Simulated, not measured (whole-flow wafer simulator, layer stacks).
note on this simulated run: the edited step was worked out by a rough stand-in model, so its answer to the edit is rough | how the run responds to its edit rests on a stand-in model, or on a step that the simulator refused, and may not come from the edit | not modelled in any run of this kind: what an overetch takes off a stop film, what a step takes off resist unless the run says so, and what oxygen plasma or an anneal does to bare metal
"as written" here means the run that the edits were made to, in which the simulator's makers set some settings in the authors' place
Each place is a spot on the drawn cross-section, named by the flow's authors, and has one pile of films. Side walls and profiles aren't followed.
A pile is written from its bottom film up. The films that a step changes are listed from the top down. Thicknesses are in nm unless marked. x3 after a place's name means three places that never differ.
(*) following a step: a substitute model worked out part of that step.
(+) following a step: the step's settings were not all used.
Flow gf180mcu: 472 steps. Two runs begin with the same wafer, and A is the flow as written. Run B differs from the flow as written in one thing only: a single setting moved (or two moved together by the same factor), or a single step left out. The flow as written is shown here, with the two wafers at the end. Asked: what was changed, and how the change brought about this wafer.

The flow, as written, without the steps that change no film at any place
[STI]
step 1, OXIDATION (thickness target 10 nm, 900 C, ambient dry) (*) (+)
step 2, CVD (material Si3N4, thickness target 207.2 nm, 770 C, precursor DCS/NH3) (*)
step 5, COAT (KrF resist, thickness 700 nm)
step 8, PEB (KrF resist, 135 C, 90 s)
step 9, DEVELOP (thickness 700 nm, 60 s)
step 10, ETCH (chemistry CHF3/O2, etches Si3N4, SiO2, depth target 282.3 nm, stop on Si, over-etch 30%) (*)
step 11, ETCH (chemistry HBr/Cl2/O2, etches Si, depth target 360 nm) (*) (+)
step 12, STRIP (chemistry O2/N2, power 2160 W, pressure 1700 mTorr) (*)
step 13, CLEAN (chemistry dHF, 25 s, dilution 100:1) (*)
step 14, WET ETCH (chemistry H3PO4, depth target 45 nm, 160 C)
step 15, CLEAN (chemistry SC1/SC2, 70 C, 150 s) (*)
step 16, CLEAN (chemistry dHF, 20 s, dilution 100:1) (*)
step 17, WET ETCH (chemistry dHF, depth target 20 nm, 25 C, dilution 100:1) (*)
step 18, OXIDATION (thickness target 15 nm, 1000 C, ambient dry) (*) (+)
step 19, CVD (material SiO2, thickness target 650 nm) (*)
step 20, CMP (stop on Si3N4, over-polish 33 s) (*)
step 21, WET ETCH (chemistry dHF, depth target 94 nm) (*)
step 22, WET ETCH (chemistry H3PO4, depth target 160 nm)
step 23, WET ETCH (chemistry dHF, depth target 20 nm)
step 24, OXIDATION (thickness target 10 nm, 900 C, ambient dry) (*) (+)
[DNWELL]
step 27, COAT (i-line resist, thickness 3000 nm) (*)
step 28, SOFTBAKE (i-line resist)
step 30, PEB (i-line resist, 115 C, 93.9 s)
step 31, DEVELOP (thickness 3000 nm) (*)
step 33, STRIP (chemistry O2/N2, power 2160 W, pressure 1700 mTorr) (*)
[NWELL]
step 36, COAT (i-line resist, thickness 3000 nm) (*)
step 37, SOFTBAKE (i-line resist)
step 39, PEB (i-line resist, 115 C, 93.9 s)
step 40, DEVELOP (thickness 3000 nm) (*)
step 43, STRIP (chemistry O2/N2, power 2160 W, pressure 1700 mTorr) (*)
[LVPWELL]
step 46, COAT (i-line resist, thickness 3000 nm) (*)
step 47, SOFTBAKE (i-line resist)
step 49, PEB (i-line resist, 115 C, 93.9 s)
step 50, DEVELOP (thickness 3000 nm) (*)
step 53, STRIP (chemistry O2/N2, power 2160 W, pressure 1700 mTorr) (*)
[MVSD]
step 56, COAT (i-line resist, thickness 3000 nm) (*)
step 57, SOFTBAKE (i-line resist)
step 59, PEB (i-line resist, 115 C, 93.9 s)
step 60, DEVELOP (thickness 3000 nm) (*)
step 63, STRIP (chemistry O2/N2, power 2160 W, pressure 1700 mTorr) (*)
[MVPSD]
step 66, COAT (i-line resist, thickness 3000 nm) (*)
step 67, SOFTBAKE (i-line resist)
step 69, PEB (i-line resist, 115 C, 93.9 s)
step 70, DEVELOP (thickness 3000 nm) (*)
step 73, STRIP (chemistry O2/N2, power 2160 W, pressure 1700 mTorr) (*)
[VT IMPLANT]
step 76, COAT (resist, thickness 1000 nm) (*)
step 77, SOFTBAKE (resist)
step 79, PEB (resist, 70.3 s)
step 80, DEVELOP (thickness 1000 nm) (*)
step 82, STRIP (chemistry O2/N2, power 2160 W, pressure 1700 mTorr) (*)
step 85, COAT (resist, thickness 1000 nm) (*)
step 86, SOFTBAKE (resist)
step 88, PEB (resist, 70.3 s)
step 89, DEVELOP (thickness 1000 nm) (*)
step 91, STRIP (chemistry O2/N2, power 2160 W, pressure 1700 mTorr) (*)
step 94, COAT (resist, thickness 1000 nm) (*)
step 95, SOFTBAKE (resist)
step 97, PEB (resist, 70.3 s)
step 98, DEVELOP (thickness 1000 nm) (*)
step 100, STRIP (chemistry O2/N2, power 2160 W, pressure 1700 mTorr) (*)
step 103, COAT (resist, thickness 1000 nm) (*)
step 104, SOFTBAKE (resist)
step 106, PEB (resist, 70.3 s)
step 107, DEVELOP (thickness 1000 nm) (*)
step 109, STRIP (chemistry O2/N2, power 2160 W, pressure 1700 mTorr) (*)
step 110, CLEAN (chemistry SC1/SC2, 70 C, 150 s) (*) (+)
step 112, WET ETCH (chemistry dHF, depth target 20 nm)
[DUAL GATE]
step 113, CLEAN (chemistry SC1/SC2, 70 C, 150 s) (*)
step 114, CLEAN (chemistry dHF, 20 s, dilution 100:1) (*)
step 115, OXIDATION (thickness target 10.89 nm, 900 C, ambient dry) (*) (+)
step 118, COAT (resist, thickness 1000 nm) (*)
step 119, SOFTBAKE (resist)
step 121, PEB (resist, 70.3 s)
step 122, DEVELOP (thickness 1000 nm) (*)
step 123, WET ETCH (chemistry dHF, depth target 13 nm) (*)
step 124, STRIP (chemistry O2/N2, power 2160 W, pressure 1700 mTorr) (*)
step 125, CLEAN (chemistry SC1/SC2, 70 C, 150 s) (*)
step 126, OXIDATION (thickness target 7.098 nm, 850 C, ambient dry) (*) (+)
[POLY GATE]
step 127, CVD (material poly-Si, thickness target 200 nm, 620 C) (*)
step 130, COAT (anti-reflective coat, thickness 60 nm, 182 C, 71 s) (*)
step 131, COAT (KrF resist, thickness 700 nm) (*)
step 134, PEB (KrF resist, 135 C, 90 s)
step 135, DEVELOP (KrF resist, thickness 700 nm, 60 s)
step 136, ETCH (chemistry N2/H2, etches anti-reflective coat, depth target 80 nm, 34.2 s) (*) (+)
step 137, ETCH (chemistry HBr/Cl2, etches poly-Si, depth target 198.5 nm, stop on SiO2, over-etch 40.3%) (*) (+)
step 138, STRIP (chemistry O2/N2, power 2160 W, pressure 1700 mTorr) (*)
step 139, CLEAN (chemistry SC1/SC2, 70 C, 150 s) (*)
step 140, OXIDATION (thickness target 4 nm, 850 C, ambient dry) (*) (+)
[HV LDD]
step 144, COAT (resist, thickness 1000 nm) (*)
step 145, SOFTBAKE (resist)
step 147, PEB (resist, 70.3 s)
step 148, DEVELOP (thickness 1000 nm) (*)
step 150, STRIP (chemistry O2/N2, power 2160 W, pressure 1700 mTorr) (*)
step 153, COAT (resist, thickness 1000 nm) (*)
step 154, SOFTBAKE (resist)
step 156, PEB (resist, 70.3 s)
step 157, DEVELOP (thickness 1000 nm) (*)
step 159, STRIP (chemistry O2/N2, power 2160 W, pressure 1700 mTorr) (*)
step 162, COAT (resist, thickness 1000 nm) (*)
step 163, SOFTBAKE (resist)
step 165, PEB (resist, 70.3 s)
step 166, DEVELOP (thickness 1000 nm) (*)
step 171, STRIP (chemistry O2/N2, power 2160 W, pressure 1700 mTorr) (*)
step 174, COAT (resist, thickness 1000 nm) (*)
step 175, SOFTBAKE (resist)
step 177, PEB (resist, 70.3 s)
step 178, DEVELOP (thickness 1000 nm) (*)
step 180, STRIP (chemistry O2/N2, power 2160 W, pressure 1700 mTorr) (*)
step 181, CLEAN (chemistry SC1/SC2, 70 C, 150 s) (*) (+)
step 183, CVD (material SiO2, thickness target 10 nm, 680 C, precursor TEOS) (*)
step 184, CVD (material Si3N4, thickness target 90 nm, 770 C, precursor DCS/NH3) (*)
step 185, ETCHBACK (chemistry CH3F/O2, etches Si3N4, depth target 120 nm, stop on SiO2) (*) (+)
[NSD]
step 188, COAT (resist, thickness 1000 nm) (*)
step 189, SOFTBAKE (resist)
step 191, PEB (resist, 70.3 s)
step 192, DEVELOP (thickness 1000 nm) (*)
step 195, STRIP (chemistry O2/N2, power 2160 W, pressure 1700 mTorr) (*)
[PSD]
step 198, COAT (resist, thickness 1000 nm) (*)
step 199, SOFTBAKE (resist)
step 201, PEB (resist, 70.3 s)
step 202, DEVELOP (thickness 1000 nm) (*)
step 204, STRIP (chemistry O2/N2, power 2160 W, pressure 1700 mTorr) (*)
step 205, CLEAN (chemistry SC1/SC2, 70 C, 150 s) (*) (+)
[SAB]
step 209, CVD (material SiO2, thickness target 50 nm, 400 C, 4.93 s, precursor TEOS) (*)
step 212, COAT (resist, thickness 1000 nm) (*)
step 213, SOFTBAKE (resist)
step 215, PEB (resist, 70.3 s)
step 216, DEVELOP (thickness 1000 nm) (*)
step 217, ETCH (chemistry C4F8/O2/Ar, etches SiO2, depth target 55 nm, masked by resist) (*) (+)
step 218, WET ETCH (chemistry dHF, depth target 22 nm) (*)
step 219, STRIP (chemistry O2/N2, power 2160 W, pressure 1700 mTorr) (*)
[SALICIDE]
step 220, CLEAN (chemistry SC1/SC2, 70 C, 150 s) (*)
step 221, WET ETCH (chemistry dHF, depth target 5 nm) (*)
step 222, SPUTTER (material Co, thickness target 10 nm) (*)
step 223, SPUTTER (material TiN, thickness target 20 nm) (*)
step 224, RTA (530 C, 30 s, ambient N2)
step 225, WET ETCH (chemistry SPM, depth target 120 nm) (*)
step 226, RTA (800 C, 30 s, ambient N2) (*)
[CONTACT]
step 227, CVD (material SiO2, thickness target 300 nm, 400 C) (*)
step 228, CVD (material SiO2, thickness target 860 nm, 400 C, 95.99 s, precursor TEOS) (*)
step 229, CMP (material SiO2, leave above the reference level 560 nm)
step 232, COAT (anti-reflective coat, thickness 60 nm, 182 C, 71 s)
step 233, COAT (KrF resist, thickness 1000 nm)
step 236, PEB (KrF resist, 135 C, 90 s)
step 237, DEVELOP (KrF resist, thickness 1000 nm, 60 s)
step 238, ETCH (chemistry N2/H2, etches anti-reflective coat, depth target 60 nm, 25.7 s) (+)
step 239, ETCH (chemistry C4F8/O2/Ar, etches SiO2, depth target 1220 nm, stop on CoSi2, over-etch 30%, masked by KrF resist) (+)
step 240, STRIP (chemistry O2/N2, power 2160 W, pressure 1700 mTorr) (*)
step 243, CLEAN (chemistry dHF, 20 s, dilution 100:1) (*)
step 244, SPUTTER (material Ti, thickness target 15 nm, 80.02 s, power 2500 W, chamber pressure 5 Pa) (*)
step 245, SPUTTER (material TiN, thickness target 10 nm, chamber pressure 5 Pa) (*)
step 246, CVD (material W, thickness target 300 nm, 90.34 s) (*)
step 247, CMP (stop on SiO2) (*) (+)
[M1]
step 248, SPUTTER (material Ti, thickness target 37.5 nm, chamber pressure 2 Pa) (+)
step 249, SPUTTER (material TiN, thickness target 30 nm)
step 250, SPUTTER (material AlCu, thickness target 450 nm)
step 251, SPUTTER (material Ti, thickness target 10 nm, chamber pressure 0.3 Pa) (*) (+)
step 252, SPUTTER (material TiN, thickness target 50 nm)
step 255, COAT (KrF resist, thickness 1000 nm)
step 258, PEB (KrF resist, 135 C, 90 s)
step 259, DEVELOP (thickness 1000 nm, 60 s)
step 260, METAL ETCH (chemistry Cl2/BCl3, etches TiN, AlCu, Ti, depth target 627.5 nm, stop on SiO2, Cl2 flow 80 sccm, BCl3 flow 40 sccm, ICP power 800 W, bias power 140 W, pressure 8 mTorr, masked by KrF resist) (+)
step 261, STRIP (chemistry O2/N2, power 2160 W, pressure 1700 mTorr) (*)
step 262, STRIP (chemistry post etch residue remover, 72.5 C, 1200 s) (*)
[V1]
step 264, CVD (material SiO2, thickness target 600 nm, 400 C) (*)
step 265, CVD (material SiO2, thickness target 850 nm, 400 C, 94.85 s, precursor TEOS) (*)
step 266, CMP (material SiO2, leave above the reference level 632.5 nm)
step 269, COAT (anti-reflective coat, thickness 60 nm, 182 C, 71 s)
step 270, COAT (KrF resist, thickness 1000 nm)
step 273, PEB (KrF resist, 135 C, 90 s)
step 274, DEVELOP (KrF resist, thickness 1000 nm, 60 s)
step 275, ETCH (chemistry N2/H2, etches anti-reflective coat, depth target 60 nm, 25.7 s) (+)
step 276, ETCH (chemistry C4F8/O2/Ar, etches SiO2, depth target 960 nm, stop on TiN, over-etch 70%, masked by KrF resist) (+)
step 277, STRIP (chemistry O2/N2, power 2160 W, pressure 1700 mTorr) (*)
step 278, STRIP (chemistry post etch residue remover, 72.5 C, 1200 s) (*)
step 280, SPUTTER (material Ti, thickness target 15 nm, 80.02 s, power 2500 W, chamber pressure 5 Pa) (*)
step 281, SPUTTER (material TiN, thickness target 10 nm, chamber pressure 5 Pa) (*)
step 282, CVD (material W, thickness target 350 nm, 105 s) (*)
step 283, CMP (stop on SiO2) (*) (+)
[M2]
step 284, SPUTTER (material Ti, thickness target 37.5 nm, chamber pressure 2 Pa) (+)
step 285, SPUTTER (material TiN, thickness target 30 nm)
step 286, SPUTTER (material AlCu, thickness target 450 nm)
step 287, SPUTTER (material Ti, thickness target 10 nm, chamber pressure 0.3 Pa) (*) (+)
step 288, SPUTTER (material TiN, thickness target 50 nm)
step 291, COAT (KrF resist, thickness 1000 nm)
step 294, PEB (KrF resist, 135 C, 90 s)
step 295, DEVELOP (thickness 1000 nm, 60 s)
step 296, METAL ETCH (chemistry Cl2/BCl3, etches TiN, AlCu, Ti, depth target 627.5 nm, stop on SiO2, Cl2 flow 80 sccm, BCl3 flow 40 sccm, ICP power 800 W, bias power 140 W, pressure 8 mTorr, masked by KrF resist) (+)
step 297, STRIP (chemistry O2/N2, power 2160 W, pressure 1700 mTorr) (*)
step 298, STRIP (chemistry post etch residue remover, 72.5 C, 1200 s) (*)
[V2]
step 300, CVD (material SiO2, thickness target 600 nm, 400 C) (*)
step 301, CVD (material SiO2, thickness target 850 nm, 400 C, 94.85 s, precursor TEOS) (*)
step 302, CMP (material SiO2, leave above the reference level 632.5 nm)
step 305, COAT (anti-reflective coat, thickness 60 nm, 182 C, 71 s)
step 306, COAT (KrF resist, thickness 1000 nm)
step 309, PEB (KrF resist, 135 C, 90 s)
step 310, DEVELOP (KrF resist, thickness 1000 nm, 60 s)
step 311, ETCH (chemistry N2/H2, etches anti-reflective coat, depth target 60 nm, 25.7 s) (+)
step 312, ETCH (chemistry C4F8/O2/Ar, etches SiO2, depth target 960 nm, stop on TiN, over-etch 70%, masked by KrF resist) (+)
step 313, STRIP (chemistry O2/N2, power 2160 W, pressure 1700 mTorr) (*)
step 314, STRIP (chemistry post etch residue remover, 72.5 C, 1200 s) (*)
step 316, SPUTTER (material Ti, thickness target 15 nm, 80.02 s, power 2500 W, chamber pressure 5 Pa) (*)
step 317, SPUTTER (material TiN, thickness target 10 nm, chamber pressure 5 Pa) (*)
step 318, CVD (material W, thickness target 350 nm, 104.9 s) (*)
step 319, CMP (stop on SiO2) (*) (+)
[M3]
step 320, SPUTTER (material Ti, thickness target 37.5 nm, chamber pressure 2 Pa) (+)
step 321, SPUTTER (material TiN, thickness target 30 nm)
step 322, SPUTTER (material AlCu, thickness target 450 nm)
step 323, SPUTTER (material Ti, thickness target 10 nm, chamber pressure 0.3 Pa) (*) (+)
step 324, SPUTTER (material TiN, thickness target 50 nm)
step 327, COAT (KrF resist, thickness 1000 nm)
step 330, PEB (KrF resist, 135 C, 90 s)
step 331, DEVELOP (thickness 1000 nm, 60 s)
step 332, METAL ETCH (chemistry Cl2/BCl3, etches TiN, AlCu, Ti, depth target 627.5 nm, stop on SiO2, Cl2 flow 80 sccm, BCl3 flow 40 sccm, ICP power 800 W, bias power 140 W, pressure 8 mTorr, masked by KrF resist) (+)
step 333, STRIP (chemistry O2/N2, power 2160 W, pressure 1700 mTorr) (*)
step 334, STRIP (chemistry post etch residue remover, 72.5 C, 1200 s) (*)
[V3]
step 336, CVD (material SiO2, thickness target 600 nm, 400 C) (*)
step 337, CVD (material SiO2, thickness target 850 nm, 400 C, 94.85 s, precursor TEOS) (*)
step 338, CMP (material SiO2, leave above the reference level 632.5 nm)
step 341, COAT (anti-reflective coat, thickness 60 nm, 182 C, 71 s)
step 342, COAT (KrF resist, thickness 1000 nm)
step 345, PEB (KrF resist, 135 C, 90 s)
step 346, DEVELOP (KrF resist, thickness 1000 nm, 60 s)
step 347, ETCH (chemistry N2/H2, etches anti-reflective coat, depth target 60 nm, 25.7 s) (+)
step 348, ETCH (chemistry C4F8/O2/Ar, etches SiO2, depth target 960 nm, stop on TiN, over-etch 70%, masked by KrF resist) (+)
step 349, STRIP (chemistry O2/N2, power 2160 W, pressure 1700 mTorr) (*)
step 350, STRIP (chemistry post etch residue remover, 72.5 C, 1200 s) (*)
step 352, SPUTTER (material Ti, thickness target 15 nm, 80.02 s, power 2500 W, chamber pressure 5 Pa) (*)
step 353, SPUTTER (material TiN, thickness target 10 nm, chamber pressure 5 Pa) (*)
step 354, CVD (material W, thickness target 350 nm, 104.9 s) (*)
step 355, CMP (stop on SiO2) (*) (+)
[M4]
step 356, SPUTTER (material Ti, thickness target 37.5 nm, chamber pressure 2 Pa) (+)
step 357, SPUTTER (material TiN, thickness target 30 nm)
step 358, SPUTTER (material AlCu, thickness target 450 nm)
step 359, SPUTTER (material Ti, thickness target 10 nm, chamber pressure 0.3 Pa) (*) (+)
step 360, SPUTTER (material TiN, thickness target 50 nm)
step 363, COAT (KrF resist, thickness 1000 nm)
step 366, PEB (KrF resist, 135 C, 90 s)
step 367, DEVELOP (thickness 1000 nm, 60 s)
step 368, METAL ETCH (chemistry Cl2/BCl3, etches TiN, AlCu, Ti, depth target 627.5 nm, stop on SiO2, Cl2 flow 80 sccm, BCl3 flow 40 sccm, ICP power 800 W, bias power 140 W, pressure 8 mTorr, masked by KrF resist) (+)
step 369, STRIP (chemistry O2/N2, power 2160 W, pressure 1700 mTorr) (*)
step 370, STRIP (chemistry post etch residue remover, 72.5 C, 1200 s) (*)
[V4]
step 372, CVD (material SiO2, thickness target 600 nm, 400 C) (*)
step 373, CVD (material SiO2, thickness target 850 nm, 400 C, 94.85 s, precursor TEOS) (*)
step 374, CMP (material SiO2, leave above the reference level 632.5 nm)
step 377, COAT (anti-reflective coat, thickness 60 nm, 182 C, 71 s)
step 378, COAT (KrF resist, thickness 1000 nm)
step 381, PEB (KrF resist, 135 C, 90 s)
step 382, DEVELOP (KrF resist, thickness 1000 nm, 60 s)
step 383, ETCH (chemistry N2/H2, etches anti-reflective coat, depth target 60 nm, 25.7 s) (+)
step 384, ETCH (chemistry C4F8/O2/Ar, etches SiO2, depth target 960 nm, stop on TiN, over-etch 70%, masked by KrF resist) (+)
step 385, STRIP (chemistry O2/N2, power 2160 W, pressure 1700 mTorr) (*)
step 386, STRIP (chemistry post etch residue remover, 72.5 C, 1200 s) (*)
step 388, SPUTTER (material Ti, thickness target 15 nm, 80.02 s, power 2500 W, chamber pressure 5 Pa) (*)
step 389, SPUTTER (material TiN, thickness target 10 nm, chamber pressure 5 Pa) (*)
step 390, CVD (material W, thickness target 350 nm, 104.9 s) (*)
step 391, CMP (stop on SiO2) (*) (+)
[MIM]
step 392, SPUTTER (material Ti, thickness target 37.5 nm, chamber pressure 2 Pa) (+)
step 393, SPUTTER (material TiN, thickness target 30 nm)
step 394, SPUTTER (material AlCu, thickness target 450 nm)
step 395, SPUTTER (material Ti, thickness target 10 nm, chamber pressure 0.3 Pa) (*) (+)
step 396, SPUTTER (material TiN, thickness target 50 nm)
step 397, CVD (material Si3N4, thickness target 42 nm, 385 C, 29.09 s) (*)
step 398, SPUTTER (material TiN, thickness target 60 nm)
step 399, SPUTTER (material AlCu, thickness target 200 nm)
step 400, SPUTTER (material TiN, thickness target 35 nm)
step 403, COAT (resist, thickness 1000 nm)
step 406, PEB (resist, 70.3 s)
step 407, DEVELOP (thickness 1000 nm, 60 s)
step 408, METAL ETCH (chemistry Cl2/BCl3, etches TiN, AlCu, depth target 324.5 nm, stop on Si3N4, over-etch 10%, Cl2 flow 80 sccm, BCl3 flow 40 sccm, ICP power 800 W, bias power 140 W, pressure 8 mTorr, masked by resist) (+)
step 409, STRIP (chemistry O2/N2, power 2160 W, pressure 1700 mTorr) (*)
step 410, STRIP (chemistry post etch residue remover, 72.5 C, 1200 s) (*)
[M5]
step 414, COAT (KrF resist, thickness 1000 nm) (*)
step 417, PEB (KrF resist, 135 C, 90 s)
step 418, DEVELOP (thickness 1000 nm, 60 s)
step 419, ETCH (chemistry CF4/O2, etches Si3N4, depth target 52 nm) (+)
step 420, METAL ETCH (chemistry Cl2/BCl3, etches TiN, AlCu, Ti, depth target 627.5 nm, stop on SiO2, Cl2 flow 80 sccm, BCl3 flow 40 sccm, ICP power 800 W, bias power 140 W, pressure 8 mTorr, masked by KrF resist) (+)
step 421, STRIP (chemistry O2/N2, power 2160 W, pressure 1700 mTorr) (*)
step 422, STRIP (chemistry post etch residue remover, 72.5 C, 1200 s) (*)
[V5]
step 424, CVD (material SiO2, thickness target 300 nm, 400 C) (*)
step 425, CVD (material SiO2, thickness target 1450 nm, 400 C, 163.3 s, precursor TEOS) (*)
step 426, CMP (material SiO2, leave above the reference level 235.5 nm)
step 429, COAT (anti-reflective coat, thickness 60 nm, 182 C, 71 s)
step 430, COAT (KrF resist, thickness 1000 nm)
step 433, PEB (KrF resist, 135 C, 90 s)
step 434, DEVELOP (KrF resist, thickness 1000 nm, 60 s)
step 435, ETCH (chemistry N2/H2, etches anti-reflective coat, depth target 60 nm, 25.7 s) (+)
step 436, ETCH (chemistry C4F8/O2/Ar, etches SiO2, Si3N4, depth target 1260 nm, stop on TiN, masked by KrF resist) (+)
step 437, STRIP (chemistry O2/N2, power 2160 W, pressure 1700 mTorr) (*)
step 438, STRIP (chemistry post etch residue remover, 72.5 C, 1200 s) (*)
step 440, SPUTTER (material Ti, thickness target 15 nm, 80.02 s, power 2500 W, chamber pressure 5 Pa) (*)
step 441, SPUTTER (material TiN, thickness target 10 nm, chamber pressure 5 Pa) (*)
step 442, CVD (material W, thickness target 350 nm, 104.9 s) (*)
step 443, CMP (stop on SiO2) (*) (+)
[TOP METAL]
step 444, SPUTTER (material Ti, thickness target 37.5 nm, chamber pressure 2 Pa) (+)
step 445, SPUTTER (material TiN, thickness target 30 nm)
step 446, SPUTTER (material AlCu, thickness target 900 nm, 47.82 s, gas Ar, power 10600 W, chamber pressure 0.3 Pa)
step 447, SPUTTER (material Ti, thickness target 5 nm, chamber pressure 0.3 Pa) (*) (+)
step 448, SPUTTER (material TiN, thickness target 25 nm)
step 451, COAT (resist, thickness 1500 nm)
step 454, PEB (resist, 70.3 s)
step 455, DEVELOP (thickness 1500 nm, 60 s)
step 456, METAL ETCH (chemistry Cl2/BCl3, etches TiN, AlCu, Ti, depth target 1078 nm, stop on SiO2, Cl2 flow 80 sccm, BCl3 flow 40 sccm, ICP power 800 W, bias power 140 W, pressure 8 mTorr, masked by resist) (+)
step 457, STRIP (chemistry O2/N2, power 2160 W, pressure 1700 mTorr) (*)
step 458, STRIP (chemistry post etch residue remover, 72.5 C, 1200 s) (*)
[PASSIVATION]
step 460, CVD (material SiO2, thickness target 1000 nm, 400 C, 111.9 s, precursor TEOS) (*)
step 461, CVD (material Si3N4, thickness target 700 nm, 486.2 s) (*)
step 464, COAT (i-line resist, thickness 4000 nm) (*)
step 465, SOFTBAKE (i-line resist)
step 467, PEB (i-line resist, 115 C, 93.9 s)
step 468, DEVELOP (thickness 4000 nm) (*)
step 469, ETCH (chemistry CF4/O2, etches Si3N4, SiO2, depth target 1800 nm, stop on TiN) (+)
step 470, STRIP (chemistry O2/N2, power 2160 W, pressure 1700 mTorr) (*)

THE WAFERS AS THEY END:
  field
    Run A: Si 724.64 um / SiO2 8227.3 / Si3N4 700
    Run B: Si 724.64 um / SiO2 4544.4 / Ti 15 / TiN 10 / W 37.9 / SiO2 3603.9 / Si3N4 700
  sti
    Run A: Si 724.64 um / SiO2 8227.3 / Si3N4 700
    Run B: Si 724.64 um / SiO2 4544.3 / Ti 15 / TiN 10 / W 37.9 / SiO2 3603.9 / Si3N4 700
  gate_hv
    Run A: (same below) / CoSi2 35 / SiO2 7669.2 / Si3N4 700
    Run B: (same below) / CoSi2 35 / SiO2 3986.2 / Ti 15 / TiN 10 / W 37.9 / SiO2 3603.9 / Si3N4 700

Cause: step 337, CVD: thickness target 446 nm was run, whereas the flow has thickness target 850 nm; step 337, CVD: 49.8 s was run, where the flow has 94.85 s.

How this came from the change, step by step:
  step 337, CVD (material SiO2, thickness target 850 nm, 400 C, 94.85 s, precursor TEOS) (*)
      field, field__w1, field__w2 and 108 more: A SiO2 gains 850 | B SiO2 gains 454.9
  step 338, CMP (material SiO2, leave above the reference level 632.5 nm)
      field, field__w1, field__w2 and 103 more: A SiO2 loses 300 | B nothing
      field__w8, contact, m1, m1__w1, m1_nw: A SiO2 loses 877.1 | B SiO2 loses 482
  step 341, COAT (anti-reflective coat, thickness 60 nm, 182 C, 71 s)
      field: A anti-reflective coat gains 60 (new film) | B anti-reflective coat gains 98.2 (new film)
      field__w1: A anti-reflective coat gains 60 (new film) | B anti-reflective coat gains 83.1 (new film)
      (as well as at 18 more places)
  step 342, COAT (KrF resist, thickness 1000 nm)
      m1, m1_nw: A KrF resist gains 1000 (new film) | B KrF resist gains 953.1 (new film)
      n_well: A KrF resist gains 1000 (new film) | B KrF resist gains 977.5 (new film)
      (as well as at 6 more places)
  step 346, DEVELOP (KrF resist, thickness 1000 nm, 60 s)
      contact: A KrF resist loses 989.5 (all of it) | B KrF resist loses 950.3 (all of it)
  step 347, ETCH (chemistry N2/H2, etches anti-reflective coat, depth target 60 nm, 25.7 s) (+)
      contact: A anti-reflective coat loses 60 (all of it), SiO2 loses 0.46 | B anti-reflective coat loses 23.4 (all of it), SiO2 loses 1.4
  step 349, STRIP (chemistry O2/N2, power 2160 W, pressure 1700 mTorr) (*)
      field: A KrF resist loses 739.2 (all of it), anti-reflective coat loses 60 (all of it) | B KrF resist loses 723 (all of it), anti-reflective coat loses 98.2 (all of it)
      field__w1: A KrF resist loses 739.2 (all of it), anti-reflective coat loses 60 (all of it) | B KrF resist loses 720.7 (all of it), anti-reflective coat loses 83.1 (all of it)
      (as well as at 17 more places)
  step 352, SPUTTER (material Ti, thickness target 15 nm, 80.02 s, power 2500 W, chamber pressure 5 Pa) (*)
      contact: A Ti gains 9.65 (new film) | B Ti gains 10.2 (new film)
  step 354, CVD (material W, thickness target 350 nm, 104.9 s) (*)
      contact: A W gains 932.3 (new film) | B W gains 836.2 (new film)
  step 355, CMP (stop on SiO2) (*) (+)
      field, field__w1, field__w2 and 103 more: A W loses 350 (all of it), TiN loses 10 (all of it), Ti loses 15 (all of it), SiO2 loses 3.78 | B W loses 299.9
      field__w8, m1, m1__w1, m1_nw: A W loses 350 (all of it), TiN loses 10 (all of it), Ti loses 15 (all of it), SiO2 loses 3.78 | B W loses 350 (all of it), TiN loses 10 (all of it), Ti loses 15 (all of it), SiO2 loses 20
      (as well as at 1 more place)
  step 368, METAL ETCH (chemistry Cl2/BCl3, etches TiN, AlCu, Ti, depth target 627.5 nm, stop on SiO2, Cl2 flow 80 sccm, BCl3 flow 40 sccm, ICP power 800 W, bias power 140 W, pressure 8 mTorr, masked by KrF resist) (+)
      field, field__w1, field__w2 and 103 more: A TiN loses 50 (all of it), Ti loses 10 (all of it), AlCu loses 450 (all of it), TiN loses 30 (all of it), Ti loses 37.5 (all of it) | B TiN loses 50 (all of it), Ti loses 10 (all of it), AlCu loses 450 (all of it), TiN loses 30 (all of it), Ti loses 37.5 (all of it), W loses 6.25
  step 370, STRIP (chemistry post etch residue remover, 72.5 C, 1200 s) (*)
      field, field__w1, field__w2 and 103 more: A nothing | B W loses 6.01
  step 372, CVD (material SiO2, thickness target 600 nm, 400 C) (*)
      field, field__w1, field__w2 and 103 more: A SiO2 gains 600 | B SiO2 gains 600 (new film)
  step 374, CMP (material SiO2, leave above the reference level 632.5 nm)
      field, field__w1, field__w2 and 103 more: A SiO2 loses 300 | B SiO2 loses 287.7
If metal films that touch count as one body, field has 1 body; the flow as written gives 0 bodies.
If metal films that touch count as one body, sti has 1 body; the flow as written gives 0 bodies.
If metal films that touch count as one body, gate_hv has 2 bodies (between them, from the top down: SiO2 3986.2); the flow as written gives 1 body.
